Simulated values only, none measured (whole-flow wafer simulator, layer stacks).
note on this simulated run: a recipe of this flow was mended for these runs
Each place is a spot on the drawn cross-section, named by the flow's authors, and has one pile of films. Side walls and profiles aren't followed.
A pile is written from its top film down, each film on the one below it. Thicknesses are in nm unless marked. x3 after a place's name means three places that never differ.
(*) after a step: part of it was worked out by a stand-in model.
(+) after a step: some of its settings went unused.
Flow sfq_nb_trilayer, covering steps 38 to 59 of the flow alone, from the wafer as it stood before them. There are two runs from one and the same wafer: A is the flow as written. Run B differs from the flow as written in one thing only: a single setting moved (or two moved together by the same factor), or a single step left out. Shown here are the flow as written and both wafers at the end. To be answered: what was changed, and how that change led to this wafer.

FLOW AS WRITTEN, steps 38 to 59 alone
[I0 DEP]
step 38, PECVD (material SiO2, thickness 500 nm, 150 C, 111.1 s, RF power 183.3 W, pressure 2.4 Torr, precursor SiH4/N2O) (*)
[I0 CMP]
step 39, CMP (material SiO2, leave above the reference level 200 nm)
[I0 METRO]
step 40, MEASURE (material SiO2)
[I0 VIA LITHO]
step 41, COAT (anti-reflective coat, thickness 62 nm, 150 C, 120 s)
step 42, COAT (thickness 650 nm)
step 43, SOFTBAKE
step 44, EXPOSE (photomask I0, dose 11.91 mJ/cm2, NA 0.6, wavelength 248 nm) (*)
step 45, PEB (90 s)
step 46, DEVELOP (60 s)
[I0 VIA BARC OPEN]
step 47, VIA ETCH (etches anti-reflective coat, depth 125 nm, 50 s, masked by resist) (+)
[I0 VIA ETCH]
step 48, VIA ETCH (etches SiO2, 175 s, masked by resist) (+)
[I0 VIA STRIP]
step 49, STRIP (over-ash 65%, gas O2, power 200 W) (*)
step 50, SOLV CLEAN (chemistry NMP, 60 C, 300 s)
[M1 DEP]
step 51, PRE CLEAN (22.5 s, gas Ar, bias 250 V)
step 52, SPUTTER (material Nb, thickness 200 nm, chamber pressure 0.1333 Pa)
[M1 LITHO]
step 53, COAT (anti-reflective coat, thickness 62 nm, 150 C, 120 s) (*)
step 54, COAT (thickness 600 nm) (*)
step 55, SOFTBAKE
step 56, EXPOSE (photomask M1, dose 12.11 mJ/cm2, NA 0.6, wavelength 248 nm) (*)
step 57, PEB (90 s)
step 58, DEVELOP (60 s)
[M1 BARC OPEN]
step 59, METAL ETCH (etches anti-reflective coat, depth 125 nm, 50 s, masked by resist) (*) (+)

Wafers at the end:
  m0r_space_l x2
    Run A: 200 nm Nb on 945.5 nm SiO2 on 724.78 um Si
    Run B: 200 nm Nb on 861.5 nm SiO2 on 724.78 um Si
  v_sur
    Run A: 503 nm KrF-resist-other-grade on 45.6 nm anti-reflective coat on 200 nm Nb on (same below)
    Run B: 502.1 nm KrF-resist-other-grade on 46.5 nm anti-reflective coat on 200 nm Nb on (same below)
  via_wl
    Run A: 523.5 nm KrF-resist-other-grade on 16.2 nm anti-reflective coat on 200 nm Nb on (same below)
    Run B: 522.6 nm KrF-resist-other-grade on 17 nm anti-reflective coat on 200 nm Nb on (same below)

The reason: step 38, PECVD: thickness 320 nm was run, while the flow as written has thickness 500 nm; step 38, PECVD: 71.11 s was run, where the flow has 111.1 s.

Step by step, how the change led to this:
  step 38, PECVD (material SiO2, thickness 500 nm, 150 C, 111.1 s, RF power 183.3 W, pressure 2.4 Torr, precursor SiH4/N2O) (*)
      field_l, v_sur, via_wl and 99 more: A +500 SiO2 (new film) | B +320 SiO2 (new film)
      m0r_space_l x2: A +561.1 SiO2 | B +320 SiO2
      (as well as at 2 more places)
  step 39, CMP (material SiO2, leave above the reference level 200 nm)
      moat, m0r_space_l x2: A -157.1 SiO2 | B nothing
      v_sur, via_wl, via_w and 94 more: A -300 SiO2 | B -120 SiO2
      (as well as at 6 more places)
  step 41, COAT (anti-reflective coat, thickness 62 nm, 150 C, 120 s)
      m0r_line_l, m0r_line_r: A +62 anti-reflective coat (new film) | B +41.3 anti-reflective coat (new film)
      m0r_space_l x2: A +62 anti-reflective coat (new film) | B +122.4 anti-reflective coat (new film)
      (as well as at 8 more places)
  step 42, COAT (thickness 650 nm)
      moat: A +650 KrF-resist-other-grade (new film) | B +667.2 KrF-resist-other-grade (new film)
  step 49, STRIP (over-ash 65%, gas O2, power 200 W) (*)
      m0r_line_l, m0r_line_r: A -510.8 KrF-resist-other-grade (all of it), -62 anti-reflective coat (all of it) | B -509.1 KrF-resist-other-grade (all of it), -41.3 anti-reflective coat (all of it)
      m0r_space_l x2: A -510.8 KrF-resist-other-grade (all of it), -62 anti-reflective coat (all of it) | B -512.1 KrF-resist-other-grade (all of it), -122.4 anti-reflective coat (all of it)
      (as well as at 8 more places)
  step 52, SPUTTER (material Nb, thickness 200 nm, chamber pressure 0.1333 Pa)
      moat: A +200 Nb (new film) | B +185.4 Nb (new film)
  step 53, COAT (anti-reflective coat, thickness 62 nm, 150 C, 120 s) (*)
      m0r_line_l, m0r_line_r: A +62 anti-reflective coat (new film) | B +30.9 anti-reflective coat (new film)
      m0r_space_l x2: A +62 anti-reflective coat (new film) | B +110.6 anti-reflective coat (new film)
      (as well as at 10 more places)
  step 54, COAT (thickness 600 nm) (*)
      res: A +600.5 KrF-resist-other-grade (new film) | B +587.8 KrF-resist-other-grade (new film)
      moat: A +600.6 KrF-resist-other-grade (new film) | B +657.9 KrF-resist-other-grade (new film)
      (as well as at 1 more place)
  step 58, DEVELOP (60 s)
      res: A -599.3 KrF-resist-other-grade (all of it) | B -586.6 KrF-resist-other-grade (all of it)
      moat: A -599.3 KrF-resist-other-grade (all of it) | B -656.5 KrF-resist-other-grade (all of it)
      (as well as at 1 more place)
  step 59, METAL ETCH (etches anti-reflective coat, depth 125 nm, 50 s, masked by resist) (*) (+)
      m0r_line_l, m0r_line_r: A -62 anti-reflective coat (all of it) | B -30.9 anti-reflective coat (all of it)
      m0r_space_l x2: A -62 anti-reflective coat (all of it) | B -110.6 anti-reflective coat (all of it)
      (as well as at 8 more places)
